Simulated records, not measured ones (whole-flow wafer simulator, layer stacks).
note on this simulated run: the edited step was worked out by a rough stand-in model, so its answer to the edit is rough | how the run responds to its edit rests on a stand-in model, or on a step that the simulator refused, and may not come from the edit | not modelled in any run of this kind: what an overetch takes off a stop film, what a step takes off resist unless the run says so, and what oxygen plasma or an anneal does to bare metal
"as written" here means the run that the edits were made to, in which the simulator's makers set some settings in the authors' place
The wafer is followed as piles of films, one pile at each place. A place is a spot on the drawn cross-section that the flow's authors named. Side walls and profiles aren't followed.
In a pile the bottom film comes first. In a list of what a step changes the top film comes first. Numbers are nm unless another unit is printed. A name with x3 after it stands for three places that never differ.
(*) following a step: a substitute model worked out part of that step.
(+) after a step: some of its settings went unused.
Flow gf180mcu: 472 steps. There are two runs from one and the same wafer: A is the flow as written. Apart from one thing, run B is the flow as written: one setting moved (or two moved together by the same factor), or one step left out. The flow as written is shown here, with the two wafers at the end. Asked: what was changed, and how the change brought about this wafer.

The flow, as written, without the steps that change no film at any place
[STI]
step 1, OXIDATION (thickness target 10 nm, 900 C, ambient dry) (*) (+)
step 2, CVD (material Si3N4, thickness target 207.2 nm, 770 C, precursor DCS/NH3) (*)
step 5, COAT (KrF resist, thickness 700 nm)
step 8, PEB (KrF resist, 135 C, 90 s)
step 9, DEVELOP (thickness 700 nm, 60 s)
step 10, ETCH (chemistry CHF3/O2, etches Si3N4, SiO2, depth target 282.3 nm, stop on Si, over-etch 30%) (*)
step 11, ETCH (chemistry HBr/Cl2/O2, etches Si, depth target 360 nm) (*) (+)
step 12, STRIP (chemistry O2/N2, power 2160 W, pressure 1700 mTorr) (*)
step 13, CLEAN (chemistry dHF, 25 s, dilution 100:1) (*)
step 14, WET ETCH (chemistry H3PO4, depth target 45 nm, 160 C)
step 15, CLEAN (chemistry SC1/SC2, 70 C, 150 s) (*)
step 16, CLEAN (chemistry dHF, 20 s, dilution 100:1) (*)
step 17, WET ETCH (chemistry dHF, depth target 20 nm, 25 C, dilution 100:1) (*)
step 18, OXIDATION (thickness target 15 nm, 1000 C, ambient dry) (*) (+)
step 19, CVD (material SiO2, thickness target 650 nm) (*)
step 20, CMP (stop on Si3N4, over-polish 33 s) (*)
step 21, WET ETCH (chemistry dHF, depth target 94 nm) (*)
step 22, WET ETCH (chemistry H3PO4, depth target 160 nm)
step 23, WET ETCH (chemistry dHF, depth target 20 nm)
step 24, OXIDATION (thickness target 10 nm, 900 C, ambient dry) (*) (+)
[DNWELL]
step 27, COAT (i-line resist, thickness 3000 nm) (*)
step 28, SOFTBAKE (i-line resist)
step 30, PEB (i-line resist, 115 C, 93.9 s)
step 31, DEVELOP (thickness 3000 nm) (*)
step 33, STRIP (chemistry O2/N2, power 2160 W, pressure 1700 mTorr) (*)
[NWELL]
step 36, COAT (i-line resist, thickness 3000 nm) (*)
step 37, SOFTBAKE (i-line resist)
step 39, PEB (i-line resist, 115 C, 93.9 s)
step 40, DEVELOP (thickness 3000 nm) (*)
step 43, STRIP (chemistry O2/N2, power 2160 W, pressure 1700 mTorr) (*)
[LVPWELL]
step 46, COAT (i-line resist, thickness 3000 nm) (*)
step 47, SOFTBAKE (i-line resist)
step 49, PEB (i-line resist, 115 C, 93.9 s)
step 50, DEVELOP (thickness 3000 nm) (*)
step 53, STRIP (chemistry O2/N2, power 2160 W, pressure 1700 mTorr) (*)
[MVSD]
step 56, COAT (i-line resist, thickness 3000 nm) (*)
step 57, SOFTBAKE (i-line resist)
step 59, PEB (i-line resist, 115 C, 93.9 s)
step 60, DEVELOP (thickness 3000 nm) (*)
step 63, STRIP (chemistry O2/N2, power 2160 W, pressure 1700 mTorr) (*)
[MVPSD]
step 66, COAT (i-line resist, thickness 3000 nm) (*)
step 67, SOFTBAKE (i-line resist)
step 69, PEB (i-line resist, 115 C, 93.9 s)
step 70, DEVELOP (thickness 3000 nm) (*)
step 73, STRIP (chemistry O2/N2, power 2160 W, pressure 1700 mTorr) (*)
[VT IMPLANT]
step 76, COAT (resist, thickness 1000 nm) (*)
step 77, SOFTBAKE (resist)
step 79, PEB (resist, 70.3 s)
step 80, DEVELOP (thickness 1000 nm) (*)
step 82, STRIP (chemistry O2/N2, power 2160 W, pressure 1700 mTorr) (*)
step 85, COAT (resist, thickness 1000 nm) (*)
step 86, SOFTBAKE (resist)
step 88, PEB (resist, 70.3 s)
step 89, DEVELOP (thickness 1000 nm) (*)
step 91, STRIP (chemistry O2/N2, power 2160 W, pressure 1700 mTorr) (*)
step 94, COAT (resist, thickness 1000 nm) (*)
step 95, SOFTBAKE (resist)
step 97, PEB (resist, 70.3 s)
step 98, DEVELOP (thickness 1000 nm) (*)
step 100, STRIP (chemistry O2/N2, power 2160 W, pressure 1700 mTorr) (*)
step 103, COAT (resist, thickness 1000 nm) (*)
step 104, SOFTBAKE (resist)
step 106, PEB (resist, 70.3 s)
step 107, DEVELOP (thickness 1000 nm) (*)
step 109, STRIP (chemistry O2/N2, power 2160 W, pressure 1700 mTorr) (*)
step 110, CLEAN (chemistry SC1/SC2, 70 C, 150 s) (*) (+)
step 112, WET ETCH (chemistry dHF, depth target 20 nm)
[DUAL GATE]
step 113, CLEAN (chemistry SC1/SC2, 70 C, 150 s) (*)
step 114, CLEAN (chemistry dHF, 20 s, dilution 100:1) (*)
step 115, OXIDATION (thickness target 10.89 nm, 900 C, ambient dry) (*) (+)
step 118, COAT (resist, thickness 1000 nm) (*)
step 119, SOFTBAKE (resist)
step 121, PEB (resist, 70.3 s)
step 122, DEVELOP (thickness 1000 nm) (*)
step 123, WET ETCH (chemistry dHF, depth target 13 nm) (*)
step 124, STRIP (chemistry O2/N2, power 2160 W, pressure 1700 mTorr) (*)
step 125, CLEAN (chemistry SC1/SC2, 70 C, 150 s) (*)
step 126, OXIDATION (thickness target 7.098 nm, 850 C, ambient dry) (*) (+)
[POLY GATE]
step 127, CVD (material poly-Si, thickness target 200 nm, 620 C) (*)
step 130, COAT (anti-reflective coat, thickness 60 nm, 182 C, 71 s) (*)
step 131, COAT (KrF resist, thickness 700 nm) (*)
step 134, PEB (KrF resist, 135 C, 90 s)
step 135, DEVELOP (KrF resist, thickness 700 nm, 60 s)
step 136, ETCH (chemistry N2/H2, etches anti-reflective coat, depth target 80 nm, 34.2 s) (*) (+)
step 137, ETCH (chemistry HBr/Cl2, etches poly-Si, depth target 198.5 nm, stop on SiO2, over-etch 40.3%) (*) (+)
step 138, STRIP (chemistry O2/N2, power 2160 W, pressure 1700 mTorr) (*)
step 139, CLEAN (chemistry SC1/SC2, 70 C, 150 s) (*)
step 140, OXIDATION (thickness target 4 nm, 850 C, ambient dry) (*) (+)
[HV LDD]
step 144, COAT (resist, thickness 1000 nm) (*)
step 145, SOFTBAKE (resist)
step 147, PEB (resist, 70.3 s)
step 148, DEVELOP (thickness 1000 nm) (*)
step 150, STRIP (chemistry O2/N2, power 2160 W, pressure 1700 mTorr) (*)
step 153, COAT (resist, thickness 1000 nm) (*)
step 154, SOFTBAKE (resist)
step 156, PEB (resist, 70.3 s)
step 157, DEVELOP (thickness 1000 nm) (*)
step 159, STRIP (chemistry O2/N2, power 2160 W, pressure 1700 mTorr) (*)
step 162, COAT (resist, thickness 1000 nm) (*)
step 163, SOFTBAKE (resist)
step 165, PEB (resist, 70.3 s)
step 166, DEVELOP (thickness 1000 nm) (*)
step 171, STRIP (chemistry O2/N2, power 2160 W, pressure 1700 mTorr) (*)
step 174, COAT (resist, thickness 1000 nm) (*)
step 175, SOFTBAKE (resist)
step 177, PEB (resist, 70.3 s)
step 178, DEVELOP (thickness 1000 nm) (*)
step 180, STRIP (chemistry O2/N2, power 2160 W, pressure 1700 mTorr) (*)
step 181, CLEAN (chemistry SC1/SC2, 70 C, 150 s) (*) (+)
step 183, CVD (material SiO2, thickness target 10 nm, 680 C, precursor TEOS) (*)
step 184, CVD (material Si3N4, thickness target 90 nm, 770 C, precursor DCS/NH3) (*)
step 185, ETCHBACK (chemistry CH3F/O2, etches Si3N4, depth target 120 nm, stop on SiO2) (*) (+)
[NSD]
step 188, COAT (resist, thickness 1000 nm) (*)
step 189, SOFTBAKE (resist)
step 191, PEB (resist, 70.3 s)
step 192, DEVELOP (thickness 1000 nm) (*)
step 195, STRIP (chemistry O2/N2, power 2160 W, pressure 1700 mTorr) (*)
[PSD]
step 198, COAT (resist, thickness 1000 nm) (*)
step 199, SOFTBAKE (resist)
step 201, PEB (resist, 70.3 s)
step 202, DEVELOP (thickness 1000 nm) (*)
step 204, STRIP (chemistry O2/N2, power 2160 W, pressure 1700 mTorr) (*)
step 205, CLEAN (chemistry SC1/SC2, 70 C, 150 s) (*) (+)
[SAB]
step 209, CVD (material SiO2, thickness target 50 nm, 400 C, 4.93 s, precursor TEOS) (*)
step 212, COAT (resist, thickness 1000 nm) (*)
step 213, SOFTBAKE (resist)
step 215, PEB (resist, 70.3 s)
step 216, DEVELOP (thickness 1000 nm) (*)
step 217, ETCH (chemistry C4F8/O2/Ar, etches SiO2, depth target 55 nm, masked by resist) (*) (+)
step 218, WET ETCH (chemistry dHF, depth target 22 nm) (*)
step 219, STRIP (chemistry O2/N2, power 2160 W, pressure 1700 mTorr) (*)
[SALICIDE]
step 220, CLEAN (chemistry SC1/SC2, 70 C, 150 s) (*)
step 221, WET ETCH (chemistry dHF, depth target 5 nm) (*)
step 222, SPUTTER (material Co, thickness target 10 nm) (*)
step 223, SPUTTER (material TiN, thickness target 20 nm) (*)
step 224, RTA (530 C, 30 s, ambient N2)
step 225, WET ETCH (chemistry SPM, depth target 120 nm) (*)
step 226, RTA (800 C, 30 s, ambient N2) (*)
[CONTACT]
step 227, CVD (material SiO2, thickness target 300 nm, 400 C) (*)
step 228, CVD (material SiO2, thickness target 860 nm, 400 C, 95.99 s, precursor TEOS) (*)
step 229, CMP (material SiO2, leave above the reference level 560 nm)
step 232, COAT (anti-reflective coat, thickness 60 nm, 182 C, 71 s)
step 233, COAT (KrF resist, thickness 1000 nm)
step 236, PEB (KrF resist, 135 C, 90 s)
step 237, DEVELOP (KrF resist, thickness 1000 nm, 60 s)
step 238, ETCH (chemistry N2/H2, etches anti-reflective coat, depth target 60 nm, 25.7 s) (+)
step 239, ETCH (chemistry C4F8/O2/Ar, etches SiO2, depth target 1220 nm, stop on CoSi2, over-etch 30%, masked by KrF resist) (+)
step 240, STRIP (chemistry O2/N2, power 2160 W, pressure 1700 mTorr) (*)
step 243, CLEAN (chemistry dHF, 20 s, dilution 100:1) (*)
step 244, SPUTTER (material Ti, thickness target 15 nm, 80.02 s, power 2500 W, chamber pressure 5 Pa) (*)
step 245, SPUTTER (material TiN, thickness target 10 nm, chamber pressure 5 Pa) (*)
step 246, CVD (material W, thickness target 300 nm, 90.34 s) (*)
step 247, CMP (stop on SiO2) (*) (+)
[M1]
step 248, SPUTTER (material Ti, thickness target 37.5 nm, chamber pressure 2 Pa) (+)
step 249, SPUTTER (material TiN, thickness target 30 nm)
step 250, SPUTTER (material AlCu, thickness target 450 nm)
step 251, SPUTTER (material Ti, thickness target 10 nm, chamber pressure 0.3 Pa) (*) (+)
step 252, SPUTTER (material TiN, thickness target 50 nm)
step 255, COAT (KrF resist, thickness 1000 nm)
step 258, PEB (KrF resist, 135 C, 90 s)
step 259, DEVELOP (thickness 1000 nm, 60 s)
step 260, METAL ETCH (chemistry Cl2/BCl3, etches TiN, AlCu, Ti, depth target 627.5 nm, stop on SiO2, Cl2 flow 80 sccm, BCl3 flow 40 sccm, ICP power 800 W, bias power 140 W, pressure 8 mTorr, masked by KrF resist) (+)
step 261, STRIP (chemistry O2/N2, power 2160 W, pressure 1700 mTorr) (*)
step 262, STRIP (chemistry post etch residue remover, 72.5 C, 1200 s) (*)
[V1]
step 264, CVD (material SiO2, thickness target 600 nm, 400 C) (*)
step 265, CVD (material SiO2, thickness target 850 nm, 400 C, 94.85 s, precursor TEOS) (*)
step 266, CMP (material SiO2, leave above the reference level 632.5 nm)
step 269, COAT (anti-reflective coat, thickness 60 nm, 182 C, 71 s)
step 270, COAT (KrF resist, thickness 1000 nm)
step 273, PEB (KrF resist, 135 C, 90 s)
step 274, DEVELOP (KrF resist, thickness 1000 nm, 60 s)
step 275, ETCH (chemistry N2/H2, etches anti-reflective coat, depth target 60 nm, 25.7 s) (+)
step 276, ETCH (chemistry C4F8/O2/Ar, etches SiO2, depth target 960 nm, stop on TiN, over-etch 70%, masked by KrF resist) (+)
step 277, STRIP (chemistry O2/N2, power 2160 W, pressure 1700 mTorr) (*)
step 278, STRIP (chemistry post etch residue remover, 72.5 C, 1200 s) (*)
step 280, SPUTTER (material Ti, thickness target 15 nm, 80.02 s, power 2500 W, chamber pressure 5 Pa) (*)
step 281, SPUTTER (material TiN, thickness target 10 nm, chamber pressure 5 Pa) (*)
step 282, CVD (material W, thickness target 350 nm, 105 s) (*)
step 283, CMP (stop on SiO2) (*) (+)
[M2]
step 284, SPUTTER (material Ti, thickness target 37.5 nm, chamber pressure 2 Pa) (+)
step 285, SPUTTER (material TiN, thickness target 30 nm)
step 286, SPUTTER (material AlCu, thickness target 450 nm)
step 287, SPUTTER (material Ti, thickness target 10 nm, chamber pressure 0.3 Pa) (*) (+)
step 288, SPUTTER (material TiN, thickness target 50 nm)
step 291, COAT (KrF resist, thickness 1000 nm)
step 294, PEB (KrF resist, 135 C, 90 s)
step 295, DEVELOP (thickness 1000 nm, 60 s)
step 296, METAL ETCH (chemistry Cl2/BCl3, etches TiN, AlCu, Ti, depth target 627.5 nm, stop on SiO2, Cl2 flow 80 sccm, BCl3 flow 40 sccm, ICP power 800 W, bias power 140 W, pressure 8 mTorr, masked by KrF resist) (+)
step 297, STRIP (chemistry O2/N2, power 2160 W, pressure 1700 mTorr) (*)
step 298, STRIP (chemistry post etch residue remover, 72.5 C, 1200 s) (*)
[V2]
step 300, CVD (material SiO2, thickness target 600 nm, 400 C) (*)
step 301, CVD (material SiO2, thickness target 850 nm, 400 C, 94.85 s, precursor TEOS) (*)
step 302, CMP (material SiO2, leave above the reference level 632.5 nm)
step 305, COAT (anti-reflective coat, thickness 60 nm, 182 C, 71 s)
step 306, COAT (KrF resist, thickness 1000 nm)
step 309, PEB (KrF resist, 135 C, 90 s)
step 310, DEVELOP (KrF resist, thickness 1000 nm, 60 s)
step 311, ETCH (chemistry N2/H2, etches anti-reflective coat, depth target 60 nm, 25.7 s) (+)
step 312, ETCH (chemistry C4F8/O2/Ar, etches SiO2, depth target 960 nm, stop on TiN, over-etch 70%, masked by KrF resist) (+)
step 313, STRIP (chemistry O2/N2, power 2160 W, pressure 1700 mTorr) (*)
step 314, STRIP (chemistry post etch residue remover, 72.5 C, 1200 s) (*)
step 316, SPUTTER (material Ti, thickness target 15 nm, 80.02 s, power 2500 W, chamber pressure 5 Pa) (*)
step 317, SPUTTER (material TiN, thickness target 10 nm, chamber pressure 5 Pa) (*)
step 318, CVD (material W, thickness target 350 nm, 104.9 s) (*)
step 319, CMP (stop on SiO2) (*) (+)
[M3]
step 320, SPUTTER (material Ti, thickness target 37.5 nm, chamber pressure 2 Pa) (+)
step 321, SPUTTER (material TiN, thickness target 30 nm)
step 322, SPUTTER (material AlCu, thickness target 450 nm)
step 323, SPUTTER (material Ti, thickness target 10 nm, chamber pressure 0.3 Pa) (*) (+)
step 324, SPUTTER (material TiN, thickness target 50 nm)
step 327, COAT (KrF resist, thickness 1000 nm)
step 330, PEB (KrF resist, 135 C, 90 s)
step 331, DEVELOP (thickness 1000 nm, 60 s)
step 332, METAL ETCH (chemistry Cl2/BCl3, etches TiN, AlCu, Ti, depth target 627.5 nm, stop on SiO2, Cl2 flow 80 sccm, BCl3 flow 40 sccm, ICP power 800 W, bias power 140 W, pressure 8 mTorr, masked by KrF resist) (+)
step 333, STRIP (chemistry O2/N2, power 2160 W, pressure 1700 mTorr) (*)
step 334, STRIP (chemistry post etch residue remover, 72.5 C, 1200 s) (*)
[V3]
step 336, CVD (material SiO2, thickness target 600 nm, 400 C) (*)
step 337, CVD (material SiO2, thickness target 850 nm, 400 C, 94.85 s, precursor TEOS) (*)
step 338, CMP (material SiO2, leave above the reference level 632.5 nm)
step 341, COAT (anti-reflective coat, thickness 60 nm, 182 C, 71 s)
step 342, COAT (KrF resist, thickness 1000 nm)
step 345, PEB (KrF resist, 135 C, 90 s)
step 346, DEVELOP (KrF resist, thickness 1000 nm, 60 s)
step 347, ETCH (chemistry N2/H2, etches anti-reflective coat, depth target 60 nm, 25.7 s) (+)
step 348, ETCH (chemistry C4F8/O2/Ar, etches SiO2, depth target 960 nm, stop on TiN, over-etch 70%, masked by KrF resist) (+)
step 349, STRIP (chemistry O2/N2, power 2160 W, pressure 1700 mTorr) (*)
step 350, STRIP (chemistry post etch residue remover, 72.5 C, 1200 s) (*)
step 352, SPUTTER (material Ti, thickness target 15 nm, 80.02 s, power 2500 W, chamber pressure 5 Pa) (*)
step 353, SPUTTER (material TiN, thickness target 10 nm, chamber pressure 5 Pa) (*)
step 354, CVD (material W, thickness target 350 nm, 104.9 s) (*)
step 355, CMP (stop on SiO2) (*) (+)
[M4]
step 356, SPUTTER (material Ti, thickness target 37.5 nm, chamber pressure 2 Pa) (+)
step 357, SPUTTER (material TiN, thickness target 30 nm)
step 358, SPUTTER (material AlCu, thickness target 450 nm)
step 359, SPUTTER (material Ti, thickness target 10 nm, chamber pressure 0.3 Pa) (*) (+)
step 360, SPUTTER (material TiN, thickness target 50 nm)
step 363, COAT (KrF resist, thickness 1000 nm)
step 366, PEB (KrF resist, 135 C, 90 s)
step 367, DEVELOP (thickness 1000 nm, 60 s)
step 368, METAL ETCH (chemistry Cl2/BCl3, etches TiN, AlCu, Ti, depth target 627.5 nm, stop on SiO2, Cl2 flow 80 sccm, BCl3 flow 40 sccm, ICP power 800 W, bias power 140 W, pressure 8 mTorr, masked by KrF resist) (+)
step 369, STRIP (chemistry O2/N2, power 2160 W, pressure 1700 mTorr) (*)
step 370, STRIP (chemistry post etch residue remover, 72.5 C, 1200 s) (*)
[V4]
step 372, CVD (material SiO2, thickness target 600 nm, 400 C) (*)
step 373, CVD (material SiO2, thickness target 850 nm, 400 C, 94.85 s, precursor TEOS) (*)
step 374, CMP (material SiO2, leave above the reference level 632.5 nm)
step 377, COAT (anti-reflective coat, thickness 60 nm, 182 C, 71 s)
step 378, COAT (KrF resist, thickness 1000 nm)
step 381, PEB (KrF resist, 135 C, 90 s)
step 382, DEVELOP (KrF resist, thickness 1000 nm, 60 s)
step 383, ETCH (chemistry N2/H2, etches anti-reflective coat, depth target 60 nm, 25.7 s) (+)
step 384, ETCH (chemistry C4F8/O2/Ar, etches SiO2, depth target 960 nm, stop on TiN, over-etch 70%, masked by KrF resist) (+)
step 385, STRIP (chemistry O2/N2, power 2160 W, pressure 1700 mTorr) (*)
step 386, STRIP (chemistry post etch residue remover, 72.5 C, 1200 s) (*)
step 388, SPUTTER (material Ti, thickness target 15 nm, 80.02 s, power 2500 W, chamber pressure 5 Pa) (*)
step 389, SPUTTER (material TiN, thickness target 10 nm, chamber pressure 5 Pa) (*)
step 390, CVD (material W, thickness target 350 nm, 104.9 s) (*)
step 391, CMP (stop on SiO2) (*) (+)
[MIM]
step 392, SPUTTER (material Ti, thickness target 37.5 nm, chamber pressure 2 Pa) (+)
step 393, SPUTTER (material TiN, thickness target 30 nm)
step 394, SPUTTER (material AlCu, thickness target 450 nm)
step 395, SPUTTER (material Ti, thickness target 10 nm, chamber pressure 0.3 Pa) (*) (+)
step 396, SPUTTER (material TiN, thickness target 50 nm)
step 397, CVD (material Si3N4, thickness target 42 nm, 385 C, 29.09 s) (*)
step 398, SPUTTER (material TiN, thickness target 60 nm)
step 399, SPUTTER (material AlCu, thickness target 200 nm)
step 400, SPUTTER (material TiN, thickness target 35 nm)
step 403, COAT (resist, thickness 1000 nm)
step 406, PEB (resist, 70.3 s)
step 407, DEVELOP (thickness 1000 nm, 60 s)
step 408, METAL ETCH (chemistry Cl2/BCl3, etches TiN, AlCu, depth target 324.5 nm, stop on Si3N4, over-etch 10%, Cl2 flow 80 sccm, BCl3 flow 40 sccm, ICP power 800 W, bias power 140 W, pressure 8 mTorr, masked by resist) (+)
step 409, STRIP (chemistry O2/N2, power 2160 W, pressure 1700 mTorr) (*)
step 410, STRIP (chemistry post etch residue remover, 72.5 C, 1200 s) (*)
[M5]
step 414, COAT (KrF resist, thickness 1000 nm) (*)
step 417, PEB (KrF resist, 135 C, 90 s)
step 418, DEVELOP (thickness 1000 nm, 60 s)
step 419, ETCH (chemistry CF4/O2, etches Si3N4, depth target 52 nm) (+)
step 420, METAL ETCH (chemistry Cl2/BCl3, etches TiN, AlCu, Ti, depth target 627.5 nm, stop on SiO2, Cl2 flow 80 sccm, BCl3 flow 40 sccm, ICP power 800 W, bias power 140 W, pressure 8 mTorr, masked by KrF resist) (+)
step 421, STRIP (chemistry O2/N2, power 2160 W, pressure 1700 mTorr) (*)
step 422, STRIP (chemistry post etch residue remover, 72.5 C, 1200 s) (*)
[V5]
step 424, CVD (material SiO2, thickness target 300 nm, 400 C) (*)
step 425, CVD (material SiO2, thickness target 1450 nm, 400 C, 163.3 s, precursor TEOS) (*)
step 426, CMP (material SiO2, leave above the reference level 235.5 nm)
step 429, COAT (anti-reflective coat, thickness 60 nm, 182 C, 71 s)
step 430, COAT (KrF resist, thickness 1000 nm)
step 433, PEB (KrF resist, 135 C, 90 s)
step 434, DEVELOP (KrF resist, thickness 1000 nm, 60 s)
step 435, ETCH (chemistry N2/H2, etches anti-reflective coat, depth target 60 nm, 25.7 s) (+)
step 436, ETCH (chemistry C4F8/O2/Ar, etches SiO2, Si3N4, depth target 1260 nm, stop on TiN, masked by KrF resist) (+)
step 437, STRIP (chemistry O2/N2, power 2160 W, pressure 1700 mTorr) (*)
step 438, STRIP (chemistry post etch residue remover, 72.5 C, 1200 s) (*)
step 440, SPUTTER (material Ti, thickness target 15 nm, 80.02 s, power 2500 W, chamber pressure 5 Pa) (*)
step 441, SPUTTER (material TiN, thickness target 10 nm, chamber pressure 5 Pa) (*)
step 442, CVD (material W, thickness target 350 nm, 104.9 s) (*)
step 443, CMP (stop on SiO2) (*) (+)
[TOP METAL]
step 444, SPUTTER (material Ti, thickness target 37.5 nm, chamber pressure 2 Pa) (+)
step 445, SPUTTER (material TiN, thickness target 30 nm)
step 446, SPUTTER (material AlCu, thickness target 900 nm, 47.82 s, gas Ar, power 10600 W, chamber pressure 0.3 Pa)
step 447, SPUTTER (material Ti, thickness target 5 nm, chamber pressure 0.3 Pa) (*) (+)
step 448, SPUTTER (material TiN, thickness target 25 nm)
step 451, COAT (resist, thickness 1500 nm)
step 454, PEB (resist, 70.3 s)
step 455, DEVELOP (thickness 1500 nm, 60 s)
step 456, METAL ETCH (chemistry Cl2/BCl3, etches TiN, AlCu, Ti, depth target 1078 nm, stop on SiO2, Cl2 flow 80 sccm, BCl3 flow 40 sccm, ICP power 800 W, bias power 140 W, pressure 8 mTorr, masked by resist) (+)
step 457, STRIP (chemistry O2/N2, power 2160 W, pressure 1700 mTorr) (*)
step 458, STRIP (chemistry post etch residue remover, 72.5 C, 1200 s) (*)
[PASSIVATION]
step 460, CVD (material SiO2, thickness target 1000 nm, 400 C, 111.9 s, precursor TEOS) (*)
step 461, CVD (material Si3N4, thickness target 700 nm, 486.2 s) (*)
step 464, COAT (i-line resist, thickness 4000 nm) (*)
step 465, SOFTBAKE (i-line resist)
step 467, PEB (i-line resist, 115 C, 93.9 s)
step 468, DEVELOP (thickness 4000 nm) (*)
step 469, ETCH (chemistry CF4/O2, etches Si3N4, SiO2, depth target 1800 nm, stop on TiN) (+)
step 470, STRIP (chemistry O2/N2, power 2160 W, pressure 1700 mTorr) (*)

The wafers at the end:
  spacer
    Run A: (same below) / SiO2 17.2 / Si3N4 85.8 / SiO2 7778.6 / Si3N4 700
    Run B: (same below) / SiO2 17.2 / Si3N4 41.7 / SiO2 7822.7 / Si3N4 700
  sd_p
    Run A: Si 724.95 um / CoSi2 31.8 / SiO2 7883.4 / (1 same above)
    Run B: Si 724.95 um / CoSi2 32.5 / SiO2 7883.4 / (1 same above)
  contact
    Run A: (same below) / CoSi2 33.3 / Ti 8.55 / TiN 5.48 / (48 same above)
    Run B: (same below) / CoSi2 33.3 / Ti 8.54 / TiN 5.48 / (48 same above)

The reason: step 184, CVD: thickness target 45.9 nm was run, whereas the flow has thickness target 90 nm.

How this came from the change, step by step:
  step 184, CVD (material Si3N4, thickness target 90 nm, 770 C, precursor DCS/NH3) (*)
      field, field__w1, field__w2 and 101 more: A Si3N4 gains 90 (new film) | B Si3N4 gains 45.9 (new film)
  step 185, ETCHBACK (chemistry CH3F/O2, etches Si3N4, depth target 120 nm, stop on SiO2) (*) (+)
      field, field__w1, field__w2 and 66 more: A Si3N4 loses 90 (all of it), SiO2 loses 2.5 | B Si3N4 loses 45.9 (all of it), SiO2 loses 6.18
      p_well, gate, gate_hv and 31 more: A Si3N4 loses 90 (all of it), SiO2 loses 2.5 | B Si3N4 loses 45.9 (all of it), SiO2 loses 6.17
  step 188, COAT (resist, thickness 1000 nm) (*)
      spacer: A resist gains 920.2 (new film) | B resist gains 960.3 (new film)
  step 189, SOFTBAKE (resist)
      ld_drn_p: A resist loses 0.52 | B resist gains 0.04
      field: A resist gains 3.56 | B resist gains 3.01
      (and at 24 other places as well)
  step 191, PEB (resist, 70.3 s)
      spacer: A resist loses 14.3 | B resist loses 15.2
  step 192, DEVELOP (thickness 1000 nm) (*)
      spacer: A resist loses 905.9 (all of it) | B resist loses 945.1 (all of it)
  step 198, COAT (resist, thickness 1000 nm) (*)
      spacer: A resist gains 920.2 (new film) | B resist gains 960.3 (new film)
  step 199, SOFTBAKE (resist)
      ld_drn_p: A resist loses 0.52 | B resist gains 0.04
      field: A resist gains 3.56 | B resist gains 3.01
      (and at 24 other places as well)
  step 201, PEB (resist, 70.3 s)
      spacer: A resist loses 14.3 | B resist loses 15.2
  step 204, STRIP (chemistry O2/N2, power 2160 W, pressure 1700 mTorr) (*)
      spacer: A resist loses 905.9 (all of it) | B resist loses 945.1 (all of it)
  step 212, COAT (resist, thickness 1000 nm) (*)
      spacer: A resist gains 919.4 (new film) | B resist gains 959.5 (new film)
  step 213, SOFTBAKE (resist)
      field__w9: A resist loses 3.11 | B resist gains 6.49
      field__w1: A resist gains 5.43 | B resist gains 4.92
      (and at 19 other places as well)
  step 215, PEB (resist, 70.3 s)
      spacer: A resist loses 14.3 | B resist loses 15.2
  step 216, DEVELOP (thickness 1000 nm) (*)
      spacer: A resist loses 905.1 (all of it) | B resist loses 944.3 (all of it)
  step 218, WET ETCH (chemistry dHF, depth target 22 nm) (*)
      gate, gate_hv, gate_p and 23 more: A SiO2 loses 5.48 (all of it) | B SiO2 loses 1.8 (all of it)
      active, p_well, sd_n, iso_ptap_pw, iso_ntap_nw, iso_ptap_sub, vpnp_e: A SiO2 loses 9.01 (all of it) | B SiO2 loses 5.34 (all of it)
      (and at 16 other places as well)
  step 222, SPUTTER (material Co, thickness target 10 nm) (*)
      field__w2: A Co gains 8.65 (new film) | B Co gains 9.27 (new film)
      field__w3: A Co gains 8.06 (new film) | B Co gains 8.89 (new film)
      (and at 4 other places as well)
  ... 4 other steps ...
  step 229, CMP (material SiO2, leave above the reference level 560 nm)
      spacer: A SiO2 loses 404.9 | B SiO2 loses 360.8
      mim: A SiO2 loses 221.5 | B SiO2 loses 216.8
